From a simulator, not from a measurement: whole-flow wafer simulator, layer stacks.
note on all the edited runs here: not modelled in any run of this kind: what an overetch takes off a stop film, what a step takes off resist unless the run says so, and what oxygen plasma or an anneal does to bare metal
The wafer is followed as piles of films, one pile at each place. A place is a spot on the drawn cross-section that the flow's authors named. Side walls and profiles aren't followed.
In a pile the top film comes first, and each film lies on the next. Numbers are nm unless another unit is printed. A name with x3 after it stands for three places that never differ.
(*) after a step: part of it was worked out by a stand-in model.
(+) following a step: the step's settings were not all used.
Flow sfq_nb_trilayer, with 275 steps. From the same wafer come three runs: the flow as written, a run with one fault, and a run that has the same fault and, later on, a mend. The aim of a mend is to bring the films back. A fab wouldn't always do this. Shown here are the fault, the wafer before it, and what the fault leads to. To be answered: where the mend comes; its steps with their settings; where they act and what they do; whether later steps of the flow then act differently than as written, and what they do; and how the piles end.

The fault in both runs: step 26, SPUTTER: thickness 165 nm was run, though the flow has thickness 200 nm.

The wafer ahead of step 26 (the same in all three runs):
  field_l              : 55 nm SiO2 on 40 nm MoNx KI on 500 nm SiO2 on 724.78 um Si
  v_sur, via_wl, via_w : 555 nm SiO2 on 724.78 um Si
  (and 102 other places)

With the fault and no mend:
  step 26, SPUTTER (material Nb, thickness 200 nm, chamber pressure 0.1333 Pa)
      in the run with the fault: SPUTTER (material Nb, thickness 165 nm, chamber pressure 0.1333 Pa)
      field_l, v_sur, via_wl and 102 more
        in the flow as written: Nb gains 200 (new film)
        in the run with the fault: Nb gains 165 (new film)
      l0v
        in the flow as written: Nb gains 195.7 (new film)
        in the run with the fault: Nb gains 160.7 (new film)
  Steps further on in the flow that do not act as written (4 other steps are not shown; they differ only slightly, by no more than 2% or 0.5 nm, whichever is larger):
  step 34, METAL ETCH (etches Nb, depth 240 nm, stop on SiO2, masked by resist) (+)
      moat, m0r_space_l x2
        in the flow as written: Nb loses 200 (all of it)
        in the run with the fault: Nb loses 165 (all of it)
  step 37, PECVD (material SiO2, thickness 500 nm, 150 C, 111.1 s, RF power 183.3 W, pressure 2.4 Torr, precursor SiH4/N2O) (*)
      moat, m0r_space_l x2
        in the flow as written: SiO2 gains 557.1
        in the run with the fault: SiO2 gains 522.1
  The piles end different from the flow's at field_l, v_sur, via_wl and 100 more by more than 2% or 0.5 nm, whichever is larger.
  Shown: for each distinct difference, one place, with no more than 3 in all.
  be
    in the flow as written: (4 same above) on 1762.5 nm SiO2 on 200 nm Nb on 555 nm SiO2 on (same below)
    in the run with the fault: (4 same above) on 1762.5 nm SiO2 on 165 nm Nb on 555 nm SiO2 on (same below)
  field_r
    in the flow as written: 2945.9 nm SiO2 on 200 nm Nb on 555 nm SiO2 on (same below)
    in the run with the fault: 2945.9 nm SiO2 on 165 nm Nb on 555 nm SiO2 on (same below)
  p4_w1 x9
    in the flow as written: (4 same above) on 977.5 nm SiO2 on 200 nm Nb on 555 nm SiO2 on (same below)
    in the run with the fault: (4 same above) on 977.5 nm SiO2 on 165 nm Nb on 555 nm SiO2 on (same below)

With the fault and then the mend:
  The mend follows step 26.
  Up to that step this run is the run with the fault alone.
  step 26a, SPUTTER (material Nb, thickness 35 nm, chamber pressure 0.1333 Pa) (a further turn of the flow's step 26, with different settings)
      field_l, via_wl, via_w and 100 more
        Nb gains 35
      v_sur
        Nb gains 33.8
      lsp_r
        Nb gains 34.4
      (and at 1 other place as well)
  Later steps of the flow that are run all act as written at every place that is followed, up to a difference of at most 2% or 0.5 nm, whichever is larger.
  The piles end only slightly different from the flow's at the places that both follow, by no more than 2% or 0.5 nm, whichever is larger.
